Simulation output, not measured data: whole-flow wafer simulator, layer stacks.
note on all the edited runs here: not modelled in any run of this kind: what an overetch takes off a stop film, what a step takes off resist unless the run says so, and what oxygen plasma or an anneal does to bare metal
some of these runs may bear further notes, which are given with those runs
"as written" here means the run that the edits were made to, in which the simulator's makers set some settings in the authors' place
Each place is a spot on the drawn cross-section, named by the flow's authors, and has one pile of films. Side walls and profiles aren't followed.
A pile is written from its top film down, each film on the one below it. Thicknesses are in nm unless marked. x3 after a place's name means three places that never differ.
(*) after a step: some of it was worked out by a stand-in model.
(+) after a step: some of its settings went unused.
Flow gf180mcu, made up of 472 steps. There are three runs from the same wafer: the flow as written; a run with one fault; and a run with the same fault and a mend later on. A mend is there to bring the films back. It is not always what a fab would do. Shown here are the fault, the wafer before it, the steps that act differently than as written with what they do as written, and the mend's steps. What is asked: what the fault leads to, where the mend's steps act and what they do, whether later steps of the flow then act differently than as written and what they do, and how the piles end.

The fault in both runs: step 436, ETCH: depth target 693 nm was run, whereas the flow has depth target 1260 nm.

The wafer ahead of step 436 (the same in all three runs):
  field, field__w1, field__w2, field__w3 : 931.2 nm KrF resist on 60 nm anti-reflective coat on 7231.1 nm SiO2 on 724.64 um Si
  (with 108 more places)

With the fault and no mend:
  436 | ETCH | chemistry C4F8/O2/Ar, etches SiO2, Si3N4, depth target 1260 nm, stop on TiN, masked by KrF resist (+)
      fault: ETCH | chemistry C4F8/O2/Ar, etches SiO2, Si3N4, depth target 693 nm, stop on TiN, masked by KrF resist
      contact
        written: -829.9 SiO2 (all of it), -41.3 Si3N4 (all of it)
        fault: -693 SiO2
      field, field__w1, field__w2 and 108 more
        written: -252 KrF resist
        fault: -138.6 KrF resist
  Later steps of the flow acting differently than as written (1 more step, not shown, differs only slightly: by at most 2% or 0.5 nm, whichever is larger):
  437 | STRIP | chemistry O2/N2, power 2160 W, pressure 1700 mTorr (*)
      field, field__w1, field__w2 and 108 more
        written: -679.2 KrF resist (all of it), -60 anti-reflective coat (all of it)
        fault: -792.6 KrF resist (all of it), -60 anti-reflective coat (all of it)
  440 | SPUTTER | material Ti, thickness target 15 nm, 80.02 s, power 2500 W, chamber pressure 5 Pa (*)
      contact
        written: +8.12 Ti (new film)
        fault: +9 Ti (new film)
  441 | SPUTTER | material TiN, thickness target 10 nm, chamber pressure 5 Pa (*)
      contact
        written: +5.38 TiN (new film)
        fault: +5.97 TiN (new film)
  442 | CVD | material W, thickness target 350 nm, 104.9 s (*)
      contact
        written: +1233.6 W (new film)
        fault: +1053.5 W (new film)
  The piles end different from the flow's at contact by more than 2% or 0.5 nm, whichever is larger.
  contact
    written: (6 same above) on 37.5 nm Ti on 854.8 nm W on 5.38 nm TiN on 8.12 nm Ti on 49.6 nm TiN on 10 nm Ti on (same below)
    fault: (6 same above) on 37.5 nm Ti on 674.7 nm W on 5.97 nm TiN on 9 nm Ti on 136.9 nm SiO2 on 41.3 nm Si3N4 on 50 nm TiN on 10 nm Ti on (same below)

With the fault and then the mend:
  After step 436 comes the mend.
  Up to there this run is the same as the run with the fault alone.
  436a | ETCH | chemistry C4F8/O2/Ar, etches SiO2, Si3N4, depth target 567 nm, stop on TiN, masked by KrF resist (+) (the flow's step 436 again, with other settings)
      field, field__w1, field__w2 and 108 more
        -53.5 KrF resist
      contact
        -136.9 SiO2 (all of it), -41.3 Si3N4 (all of it)
  Later steps of the flow acting differently than as written:
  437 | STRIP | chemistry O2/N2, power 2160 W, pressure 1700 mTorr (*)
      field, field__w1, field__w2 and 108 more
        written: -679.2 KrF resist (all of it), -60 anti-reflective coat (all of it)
        mend: -739.1 KrF resist (all of it), -60 anti-reflective coat (all of it)
  By the end, the piles equal the flow's at every place that both follow.
